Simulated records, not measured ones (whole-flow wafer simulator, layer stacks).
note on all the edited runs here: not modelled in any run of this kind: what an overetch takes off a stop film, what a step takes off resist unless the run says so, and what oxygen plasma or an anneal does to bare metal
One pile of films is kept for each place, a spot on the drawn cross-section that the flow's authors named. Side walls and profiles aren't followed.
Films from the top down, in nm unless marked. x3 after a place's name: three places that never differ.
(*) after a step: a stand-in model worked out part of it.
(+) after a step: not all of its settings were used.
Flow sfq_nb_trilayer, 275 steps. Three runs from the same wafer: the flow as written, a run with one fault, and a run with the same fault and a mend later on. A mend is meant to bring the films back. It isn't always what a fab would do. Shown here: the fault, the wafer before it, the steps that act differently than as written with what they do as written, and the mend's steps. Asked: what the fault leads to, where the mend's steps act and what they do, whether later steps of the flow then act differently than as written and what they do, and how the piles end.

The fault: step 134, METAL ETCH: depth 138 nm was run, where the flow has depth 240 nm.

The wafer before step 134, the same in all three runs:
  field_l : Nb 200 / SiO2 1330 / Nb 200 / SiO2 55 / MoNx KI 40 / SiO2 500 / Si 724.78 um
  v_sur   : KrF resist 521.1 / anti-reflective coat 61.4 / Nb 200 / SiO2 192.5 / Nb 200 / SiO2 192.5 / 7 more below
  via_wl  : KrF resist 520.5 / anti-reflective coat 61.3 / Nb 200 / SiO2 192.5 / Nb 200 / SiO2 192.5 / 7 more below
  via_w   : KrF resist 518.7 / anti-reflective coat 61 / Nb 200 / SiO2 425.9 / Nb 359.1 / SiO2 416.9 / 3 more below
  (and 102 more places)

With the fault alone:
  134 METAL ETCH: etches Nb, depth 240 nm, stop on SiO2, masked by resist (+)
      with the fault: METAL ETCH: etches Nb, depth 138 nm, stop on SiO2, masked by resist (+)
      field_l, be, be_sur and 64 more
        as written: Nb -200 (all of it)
        with the fault: Nb -138
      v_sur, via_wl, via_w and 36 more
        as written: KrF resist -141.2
        with the fault: KrF resist -81.2
  Later steps of the flow that act differently than as written:
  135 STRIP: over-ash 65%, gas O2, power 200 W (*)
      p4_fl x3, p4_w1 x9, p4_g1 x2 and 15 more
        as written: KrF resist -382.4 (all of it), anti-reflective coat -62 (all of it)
        with the fault: KrF resist -442.4 (all of it), anti-reflective coat -62 (all of it)
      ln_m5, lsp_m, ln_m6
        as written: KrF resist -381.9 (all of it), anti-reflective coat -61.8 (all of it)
        with the fault: KrF resist -441.9 (all of it), anti-reflective coat -61.8 (all of it)
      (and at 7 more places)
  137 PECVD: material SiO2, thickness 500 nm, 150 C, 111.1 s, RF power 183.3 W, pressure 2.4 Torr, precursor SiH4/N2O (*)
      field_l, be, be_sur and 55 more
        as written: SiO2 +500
        with the fault: SiO2 +500 (new film)
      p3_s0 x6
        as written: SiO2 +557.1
        with the fault: SiO2 +500 (new film)
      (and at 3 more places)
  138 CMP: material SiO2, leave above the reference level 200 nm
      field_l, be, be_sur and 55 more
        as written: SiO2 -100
        with the fault: SiO2 -162
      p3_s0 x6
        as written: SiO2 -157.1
        with the fault: SiO2 -162
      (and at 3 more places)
  At the end the piles differ from the flow's by more than 2% or 0.5 nm, whichever is larger, at field_l, be, be_sur and 64 more.
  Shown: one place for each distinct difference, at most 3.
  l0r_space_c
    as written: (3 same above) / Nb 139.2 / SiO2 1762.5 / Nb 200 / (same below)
    with the fault: (3 same above) / Nb 139.2 / SiO2 330.5 / Nb 62 / SiO2 1370 / Nb 200 / (same below)
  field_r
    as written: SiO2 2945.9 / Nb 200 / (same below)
    with the fault: SiO2 1513.9 / Nb 62 / SiO2 1370 / Nb 200 / (same below)
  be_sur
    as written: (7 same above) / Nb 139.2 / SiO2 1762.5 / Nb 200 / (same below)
    with the fault: (7 same above) / Nb 139.2 / SiO2 330.5 / Nb 62 / SiO2 1370 / Nb 200 / (same below)

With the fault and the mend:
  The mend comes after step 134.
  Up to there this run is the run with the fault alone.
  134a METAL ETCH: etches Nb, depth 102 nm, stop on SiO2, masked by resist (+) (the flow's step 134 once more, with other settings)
      field_l, be, be_sur and 64 more
        Nb -62 (all of it)
      v_sur, via_wl, via_w and 36 more
        KrF resist -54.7
  No later step of the flow acts differently than as written, at any place that is followed, by more than 2% or 0.5 nm, whichever is larger.
  At the end the piles are the same as the flow's at every place that both follow.
